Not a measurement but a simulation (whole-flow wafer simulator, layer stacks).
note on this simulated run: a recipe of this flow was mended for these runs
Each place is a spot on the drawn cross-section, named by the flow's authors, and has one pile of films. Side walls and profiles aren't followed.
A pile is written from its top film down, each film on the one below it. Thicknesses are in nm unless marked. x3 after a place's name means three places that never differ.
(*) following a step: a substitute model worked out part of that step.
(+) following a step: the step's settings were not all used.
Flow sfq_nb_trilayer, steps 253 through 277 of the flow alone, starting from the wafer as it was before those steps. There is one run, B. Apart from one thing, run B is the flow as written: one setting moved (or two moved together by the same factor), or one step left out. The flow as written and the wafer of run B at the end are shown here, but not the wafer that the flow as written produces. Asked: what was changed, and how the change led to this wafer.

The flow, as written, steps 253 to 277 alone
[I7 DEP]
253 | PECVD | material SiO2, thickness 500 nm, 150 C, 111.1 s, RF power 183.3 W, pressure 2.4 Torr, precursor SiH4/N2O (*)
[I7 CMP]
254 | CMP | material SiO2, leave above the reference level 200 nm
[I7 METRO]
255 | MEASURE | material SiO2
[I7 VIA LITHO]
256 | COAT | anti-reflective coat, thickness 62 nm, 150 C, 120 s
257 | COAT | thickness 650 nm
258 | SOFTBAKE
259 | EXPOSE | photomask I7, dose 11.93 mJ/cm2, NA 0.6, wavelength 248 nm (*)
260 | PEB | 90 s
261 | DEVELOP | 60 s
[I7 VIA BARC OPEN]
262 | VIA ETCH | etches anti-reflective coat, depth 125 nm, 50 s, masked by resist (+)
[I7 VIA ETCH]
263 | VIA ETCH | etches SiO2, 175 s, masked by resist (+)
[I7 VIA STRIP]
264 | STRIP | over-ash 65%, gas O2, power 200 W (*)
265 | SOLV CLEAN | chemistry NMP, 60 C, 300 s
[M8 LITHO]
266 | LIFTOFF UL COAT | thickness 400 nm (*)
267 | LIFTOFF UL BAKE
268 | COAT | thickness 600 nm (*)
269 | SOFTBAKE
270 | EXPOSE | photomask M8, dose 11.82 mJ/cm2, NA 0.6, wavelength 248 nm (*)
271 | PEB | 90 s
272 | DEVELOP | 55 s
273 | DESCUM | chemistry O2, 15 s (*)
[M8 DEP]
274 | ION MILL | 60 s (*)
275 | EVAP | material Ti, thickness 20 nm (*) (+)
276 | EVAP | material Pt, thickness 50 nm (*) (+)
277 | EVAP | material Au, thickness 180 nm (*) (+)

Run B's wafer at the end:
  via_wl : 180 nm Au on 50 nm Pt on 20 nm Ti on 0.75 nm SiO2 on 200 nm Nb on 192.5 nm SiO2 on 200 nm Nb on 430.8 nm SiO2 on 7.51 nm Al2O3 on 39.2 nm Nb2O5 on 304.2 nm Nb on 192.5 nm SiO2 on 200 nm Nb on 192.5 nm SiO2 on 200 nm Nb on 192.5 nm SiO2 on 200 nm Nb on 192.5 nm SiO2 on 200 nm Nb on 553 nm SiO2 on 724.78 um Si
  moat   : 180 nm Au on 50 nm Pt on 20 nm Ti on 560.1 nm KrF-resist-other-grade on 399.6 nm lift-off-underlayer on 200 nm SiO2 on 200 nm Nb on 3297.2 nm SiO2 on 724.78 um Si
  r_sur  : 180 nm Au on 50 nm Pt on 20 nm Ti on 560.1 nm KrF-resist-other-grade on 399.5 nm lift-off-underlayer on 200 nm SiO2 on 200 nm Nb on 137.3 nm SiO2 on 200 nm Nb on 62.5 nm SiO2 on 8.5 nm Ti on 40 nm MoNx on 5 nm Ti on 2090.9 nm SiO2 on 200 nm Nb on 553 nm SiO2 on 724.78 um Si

Cause: step 263, VIA ETCH: 129 s was run, while the flow as written has 175 s.

How this came from the change, step by step:
  263 | VIA ETCH | etches SiO2, 175 s, masked by resist (+)
      via_wl, via_w, via_wr: -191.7 SiO2 (in the flow as written it would be: -199.7 SiO2 (all of it), -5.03 Nb)
      field_l, v_sur, via_sp and 100 more: -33 KrF-resist-other-grade (in the flow as written it would be: -44.8 KrF-resist-other-grade)
  264 | STRIP | over-ash 65%, gas O2, power 200 W (*)
      field_l, v_sur, via_sp and 100 more: -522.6 KrF-resist-other-grade (all of it), -62 anti-reflective coat (all of it) (in the flow as written it would be: -510.8 KrF-resist-other-grade (all of it), -62 anti-reflective coat (all of it))
  274 | ION MILL | 60 s (*)
      via_wl, via_w, via_wr: -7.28 SiO2 (in the flow as written it would be: -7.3 Nb)
Taking metal films that touch as one body, via_wl has 8 bodies (between them, from the top down: SiO2 0.75; SiO2 192.5; SiO2 430.8 / Al2O3 7.51 / Nb2O5 39.2; SiO2 192.5; SiO2 192.5; SiO2 192.5; SiO2 192.5); the flow as written gives 7 bodies (between them, from the top down: SiO2 192.5; SiO2 430.8 / Al2O3 7.51 / Nb2O5 39.2; SiO2 192.5; SiO2 192.5; SiO2 192.5; SiO2 192.5).
